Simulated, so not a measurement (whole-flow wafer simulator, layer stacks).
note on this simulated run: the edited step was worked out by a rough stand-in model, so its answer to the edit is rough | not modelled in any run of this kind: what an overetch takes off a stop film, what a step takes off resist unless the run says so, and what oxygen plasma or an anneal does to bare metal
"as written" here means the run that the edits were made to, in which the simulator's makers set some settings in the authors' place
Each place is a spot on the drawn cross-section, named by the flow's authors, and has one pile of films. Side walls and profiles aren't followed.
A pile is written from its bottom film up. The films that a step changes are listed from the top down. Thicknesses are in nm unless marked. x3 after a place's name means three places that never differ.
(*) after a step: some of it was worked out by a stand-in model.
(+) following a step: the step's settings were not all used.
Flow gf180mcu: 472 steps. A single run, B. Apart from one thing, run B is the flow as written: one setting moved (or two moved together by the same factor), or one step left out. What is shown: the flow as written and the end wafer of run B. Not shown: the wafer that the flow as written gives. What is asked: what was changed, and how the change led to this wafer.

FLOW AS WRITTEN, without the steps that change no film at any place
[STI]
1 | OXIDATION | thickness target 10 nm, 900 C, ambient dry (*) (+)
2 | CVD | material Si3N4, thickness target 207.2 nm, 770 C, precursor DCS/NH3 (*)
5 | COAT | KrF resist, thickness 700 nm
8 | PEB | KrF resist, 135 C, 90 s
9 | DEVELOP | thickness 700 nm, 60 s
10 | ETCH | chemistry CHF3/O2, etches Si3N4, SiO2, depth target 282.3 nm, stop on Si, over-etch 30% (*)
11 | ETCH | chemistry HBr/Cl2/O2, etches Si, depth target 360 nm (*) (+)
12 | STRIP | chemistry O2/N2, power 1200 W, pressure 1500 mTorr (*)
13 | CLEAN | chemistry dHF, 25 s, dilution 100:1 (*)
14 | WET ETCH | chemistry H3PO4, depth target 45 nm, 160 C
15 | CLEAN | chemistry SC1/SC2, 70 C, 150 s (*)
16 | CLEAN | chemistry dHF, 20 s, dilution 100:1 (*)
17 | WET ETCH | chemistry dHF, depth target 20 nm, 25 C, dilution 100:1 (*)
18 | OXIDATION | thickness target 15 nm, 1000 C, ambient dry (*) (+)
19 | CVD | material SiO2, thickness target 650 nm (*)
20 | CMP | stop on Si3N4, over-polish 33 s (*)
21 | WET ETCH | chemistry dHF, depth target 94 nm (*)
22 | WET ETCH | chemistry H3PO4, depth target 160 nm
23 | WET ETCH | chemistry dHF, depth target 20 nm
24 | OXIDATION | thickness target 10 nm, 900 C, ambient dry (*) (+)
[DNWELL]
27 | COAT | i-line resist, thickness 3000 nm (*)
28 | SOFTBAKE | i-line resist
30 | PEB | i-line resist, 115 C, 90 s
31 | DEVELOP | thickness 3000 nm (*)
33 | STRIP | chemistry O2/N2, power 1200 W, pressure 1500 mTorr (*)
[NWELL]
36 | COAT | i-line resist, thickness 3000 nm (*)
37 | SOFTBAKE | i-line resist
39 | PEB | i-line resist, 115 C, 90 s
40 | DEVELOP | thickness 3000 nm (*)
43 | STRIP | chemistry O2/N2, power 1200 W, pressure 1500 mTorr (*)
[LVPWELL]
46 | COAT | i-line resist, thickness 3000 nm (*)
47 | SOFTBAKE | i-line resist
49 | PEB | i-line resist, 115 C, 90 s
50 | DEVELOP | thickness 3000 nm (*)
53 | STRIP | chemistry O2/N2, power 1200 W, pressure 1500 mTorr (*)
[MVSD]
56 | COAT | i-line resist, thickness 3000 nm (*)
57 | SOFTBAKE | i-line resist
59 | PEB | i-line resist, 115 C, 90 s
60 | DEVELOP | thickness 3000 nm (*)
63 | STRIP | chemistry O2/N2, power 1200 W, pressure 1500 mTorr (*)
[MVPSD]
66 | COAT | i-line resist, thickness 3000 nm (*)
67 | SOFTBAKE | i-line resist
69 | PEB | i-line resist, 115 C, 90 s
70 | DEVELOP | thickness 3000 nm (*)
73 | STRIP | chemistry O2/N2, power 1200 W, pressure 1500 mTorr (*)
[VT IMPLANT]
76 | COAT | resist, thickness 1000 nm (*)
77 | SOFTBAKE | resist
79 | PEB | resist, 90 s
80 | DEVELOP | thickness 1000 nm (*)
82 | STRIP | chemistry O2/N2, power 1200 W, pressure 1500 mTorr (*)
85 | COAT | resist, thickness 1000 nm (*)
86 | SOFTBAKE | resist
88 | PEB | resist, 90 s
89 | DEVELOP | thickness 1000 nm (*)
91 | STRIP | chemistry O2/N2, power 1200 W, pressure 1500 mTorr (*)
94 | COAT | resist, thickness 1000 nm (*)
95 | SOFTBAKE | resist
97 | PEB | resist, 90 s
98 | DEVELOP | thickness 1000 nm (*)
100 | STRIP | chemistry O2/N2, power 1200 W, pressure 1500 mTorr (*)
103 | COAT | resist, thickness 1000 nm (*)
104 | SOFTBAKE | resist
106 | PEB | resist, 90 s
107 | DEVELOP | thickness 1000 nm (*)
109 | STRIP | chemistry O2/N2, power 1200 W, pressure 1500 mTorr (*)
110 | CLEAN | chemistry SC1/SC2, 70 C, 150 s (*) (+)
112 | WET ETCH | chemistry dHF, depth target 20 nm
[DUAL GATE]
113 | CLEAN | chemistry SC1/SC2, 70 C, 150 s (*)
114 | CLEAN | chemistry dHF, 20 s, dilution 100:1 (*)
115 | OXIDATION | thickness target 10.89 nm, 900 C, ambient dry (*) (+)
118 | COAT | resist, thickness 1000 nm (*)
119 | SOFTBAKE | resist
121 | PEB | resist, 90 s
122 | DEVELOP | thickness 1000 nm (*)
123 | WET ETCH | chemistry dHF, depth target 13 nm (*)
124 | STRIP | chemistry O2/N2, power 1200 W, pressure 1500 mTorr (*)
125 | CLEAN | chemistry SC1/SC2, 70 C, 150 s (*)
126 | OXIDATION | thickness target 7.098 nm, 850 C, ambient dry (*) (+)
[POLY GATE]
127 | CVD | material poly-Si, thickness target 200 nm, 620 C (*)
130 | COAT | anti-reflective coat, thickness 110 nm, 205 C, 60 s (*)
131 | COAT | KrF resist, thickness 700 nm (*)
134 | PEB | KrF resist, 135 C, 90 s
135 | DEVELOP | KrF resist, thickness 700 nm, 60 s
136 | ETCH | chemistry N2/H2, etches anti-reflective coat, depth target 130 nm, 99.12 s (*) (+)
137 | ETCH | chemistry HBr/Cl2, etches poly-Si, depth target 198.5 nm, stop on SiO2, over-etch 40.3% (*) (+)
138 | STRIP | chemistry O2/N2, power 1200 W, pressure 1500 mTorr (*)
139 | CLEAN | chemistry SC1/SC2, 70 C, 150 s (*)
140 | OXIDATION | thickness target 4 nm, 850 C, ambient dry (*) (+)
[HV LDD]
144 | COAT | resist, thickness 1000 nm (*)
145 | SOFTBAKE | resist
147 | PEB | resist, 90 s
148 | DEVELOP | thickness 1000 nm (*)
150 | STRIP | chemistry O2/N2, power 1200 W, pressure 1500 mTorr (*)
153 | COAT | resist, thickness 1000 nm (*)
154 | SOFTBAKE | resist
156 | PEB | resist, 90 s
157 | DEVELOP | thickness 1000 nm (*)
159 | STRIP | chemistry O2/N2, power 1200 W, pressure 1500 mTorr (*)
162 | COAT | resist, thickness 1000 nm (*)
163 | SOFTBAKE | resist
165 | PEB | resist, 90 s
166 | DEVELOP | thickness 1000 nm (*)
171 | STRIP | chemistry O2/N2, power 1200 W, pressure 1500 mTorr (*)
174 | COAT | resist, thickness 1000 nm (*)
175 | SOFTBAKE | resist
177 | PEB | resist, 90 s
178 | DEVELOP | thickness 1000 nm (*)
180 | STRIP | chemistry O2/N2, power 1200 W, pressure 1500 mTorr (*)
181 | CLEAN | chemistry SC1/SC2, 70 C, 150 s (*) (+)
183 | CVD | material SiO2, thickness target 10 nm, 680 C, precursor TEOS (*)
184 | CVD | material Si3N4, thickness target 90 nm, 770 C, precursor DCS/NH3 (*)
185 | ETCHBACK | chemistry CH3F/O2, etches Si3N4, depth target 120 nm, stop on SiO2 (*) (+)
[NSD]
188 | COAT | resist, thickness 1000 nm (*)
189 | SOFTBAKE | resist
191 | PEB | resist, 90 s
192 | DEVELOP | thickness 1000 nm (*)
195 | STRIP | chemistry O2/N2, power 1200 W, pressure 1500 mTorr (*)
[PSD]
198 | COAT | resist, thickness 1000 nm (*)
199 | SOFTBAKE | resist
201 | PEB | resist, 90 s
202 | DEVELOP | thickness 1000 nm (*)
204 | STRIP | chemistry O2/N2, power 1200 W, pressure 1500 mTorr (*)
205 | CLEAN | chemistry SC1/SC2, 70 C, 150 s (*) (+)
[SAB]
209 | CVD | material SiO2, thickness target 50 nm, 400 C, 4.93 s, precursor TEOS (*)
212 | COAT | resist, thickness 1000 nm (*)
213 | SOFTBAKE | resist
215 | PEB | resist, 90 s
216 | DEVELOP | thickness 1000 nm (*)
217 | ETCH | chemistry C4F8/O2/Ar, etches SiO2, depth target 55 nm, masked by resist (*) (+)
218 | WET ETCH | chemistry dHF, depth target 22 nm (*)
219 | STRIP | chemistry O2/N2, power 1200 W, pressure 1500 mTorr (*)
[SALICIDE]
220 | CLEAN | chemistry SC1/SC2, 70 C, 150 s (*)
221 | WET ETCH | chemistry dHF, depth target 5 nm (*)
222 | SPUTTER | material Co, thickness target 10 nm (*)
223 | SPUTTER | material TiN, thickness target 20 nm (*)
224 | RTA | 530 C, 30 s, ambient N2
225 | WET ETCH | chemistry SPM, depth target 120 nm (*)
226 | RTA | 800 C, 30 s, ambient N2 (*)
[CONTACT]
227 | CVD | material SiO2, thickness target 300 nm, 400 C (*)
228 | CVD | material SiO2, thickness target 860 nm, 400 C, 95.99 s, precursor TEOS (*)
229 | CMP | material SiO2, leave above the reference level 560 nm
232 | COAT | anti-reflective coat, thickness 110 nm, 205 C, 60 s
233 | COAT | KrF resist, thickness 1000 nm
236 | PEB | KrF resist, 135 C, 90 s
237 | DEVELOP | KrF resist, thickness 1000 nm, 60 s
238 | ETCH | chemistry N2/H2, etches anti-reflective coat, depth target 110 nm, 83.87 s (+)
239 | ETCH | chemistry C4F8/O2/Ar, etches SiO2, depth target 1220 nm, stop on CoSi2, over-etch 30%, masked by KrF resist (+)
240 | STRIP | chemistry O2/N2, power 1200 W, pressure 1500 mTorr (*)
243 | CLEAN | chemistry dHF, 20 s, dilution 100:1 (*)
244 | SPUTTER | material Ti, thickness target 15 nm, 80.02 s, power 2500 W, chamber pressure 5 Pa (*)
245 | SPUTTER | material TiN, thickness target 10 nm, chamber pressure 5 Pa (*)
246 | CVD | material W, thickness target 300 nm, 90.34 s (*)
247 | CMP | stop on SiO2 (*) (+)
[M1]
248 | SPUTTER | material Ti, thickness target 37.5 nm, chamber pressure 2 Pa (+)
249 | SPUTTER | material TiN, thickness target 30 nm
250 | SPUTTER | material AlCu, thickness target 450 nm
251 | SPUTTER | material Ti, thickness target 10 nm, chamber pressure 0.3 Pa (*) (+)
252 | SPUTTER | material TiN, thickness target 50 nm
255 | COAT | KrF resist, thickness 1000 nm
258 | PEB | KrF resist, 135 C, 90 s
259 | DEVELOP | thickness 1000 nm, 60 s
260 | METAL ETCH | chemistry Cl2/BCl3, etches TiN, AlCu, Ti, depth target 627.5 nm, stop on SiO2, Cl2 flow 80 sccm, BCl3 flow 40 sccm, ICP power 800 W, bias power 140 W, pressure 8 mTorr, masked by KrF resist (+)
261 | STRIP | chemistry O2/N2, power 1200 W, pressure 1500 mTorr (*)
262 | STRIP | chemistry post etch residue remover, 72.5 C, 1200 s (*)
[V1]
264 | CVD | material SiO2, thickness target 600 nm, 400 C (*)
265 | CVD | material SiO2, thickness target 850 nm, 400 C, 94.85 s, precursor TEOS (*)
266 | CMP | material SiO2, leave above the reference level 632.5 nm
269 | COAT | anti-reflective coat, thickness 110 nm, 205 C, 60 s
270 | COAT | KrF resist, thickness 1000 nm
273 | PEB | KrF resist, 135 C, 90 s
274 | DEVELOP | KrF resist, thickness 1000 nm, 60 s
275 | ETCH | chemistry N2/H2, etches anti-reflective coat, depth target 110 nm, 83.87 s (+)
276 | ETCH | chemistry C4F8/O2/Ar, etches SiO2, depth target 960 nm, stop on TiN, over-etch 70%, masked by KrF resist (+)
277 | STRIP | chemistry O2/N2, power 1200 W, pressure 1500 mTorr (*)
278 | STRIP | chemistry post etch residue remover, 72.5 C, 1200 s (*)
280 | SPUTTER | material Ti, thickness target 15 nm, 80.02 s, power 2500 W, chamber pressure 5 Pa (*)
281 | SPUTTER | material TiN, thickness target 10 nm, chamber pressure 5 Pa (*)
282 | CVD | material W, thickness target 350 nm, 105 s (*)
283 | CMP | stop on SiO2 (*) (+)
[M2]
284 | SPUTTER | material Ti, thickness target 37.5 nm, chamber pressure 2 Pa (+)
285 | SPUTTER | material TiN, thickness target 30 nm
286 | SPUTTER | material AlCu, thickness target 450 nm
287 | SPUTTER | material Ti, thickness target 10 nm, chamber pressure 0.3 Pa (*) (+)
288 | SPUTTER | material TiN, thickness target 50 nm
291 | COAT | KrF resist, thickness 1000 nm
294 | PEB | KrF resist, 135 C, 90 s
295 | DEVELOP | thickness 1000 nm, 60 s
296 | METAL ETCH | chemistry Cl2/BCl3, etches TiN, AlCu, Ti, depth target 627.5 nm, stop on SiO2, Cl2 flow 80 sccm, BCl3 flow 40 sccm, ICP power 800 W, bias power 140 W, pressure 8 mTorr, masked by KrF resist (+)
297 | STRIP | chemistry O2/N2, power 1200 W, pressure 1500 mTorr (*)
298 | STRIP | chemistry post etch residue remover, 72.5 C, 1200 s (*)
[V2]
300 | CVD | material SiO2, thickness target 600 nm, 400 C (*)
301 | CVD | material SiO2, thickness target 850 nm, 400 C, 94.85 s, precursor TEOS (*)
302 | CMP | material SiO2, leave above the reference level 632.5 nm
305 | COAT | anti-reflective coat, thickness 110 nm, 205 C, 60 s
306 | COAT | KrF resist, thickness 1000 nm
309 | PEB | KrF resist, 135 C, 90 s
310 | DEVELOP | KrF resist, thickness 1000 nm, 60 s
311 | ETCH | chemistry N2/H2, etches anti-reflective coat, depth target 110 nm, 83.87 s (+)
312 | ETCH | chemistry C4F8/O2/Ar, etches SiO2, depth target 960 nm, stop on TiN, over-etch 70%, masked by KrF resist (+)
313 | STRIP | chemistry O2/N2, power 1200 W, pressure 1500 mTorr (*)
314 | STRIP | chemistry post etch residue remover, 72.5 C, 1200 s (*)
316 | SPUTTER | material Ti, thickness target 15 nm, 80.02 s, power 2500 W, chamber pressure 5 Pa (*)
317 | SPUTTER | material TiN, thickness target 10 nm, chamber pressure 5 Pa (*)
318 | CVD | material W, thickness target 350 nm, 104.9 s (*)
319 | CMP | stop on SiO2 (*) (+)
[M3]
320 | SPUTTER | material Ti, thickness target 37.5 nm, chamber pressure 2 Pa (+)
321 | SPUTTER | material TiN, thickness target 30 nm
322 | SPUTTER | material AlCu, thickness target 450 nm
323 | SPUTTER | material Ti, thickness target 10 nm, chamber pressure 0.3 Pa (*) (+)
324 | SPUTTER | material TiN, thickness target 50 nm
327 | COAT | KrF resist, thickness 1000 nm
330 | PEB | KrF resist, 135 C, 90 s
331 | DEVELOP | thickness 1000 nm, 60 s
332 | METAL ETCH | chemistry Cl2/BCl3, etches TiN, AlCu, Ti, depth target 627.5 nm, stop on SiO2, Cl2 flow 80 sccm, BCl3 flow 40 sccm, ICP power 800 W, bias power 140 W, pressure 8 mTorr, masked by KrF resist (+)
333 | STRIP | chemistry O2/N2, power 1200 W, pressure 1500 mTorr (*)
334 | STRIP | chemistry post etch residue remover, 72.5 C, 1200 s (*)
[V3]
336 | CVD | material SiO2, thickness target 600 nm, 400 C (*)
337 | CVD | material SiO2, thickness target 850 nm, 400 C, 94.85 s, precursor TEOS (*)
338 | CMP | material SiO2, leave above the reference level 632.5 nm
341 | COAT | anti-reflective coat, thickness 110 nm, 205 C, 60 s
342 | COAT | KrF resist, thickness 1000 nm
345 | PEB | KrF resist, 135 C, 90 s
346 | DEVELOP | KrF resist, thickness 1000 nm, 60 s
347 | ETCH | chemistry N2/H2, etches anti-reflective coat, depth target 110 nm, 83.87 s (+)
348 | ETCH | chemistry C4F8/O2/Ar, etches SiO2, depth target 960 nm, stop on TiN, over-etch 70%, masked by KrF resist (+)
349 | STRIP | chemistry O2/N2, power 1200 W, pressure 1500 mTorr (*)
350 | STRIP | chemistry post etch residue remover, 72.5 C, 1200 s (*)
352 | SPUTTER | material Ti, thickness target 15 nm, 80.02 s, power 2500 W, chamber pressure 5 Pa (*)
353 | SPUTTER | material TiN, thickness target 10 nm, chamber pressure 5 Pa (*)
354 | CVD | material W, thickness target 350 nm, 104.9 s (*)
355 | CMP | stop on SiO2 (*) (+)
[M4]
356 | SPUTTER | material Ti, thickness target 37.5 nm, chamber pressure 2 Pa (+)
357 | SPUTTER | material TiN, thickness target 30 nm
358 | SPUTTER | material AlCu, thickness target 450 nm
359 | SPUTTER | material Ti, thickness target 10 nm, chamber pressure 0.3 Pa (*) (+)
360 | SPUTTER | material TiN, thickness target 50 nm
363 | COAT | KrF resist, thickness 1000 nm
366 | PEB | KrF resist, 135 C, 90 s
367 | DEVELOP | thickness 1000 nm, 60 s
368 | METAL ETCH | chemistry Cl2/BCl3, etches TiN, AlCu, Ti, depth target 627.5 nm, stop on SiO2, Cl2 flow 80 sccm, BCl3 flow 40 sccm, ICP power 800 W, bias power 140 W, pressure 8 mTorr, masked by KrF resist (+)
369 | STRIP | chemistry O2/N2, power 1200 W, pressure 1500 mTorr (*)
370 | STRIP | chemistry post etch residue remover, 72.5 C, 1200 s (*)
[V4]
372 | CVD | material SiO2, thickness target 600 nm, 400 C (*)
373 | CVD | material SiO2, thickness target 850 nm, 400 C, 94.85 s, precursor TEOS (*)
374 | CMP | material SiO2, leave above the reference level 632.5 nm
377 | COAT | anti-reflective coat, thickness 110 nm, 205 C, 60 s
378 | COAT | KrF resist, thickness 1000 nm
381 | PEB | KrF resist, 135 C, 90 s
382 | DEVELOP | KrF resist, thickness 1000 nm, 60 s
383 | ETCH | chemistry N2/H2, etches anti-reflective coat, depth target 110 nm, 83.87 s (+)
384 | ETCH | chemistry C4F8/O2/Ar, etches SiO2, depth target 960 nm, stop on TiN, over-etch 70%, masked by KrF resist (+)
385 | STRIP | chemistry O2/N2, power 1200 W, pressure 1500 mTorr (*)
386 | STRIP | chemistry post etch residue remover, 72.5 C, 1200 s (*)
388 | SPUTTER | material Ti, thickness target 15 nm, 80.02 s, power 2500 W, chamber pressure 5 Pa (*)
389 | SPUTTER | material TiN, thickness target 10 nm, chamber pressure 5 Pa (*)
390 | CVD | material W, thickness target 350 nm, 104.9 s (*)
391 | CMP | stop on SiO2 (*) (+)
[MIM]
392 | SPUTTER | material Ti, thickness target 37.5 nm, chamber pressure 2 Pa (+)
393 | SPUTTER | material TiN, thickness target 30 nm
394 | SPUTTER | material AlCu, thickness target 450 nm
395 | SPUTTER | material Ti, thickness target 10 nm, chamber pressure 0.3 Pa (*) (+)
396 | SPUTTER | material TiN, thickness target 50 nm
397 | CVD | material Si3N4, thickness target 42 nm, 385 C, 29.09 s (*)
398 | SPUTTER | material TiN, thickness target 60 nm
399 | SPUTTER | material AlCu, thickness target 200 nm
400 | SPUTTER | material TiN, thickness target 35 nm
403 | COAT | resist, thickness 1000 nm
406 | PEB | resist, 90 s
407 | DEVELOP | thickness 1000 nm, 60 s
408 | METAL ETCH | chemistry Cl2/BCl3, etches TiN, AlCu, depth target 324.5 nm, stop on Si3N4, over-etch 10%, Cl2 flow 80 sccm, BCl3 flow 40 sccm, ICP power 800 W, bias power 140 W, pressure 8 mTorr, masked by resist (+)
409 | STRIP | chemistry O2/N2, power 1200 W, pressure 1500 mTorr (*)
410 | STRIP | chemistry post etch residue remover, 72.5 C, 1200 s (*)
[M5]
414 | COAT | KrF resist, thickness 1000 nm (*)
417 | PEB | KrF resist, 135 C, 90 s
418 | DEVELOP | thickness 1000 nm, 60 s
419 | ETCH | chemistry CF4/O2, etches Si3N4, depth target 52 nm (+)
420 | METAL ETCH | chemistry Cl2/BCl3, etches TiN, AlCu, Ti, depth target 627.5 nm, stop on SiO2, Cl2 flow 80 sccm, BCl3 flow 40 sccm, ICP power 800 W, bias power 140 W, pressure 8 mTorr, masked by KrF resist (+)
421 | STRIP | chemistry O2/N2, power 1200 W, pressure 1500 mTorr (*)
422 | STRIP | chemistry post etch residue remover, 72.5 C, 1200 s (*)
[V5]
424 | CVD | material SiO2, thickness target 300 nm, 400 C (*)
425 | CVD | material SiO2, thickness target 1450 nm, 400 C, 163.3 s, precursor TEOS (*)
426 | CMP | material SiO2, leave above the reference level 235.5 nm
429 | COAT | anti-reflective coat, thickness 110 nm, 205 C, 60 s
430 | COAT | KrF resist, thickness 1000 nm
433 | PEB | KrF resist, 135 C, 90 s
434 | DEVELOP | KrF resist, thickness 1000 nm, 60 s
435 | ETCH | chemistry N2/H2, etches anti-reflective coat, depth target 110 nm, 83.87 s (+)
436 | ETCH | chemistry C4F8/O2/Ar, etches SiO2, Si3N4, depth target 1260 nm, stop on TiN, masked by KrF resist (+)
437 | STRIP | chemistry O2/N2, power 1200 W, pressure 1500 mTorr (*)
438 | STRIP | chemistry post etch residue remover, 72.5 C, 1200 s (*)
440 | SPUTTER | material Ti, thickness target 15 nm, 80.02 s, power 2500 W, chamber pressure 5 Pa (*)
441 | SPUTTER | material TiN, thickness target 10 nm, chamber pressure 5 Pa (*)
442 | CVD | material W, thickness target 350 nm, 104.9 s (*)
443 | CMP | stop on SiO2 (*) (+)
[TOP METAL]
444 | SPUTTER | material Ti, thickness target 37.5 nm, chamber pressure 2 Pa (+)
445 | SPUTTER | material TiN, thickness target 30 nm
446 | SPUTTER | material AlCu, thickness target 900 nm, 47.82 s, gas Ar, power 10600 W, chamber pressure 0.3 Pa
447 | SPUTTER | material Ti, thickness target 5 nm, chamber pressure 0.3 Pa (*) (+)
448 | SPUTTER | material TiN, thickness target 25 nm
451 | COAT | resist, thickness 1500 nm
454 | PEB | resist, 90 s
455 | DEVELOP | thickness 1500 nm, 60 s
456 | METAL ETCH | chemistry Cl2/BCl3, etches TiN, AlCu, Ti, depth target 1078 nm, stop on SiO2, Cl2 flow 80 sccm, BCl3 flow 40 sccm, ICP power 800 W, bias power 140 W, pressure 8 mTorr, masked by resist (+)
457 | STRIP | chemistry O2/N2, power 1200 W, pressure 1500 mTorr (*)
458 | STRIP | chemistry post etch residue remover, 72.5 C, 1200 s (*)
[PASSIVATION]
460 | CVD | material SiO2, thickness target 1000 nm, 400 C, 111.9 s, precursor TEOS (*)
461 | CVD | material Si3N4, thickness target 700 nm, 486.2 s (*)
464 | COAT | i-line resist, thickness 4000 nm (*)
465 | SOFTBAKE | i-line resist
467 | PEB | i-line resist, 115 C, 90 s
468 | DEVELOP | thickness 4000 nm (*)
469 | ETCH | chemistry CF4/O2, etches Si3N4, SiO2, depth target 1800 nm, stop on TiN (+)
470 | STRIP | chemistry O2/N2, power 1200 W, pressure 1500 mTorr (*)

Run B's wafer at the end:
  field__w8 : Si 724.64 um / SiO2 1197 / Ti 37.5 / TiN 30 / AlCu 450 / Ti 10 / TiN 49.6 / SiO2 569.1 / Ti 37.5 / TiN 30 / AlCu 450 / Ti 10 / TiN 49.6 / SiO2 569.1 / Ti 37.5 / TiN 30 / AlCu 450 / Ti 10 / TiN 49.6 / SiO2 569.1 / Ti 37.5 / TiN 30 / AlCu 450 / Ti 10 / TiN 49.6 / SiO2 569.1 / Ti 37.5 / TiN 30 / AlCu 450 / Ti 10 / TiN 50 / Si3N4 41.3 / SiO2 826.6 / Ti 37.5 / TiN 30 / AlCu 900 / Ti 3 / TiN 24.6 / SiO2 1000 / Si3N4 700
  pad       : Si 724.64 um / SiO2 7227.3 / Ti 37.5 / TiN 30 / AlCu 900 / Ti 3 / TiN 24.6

What caused this: step 447, SPUTTER: thickness target 3 nm was run, whereas the flow has thickness target 5 nm.
The wafer itself shows it: field__w8 has Ti 3, and step 447 as written asks for 5 nm.

How this came from the change, step by step:
  447 | SPUTTER | material Ti, thickness target 5 nm, chamber pressure 0.3 Pa (*) (+)
      field, field__w1, field__w2 and 109 more: Ti gains 3 (new film) (as written it would have been: Ti gains 5 (new film))
  456 | METAL ETCH | chemistry Cl2/BCl3, etches TiN, AlCu, Ti, depth target 1078 nm, stop on SiO2, Cl2 flow 80 sccm, BCl3 flow 40 sccm, ICP power 800 W, bias power 140 W, pressure 8 mTorr, masked by resist (+)
      field, field__w1, field__w2 and 103 more: TiN loses 25 (all of it), Ti loses 3 (all of it), AlCu loses 900 (all of it), TiN loses 30 (all of it), Ti loses 37.5 (all of it) (as written it would have been: TiN loses 25 (all of it), Ti loses 5 (all of it), AlCu loses 900 (all of it), TiN loses 30 (all of it), Ti loses 37.5 (all of it))
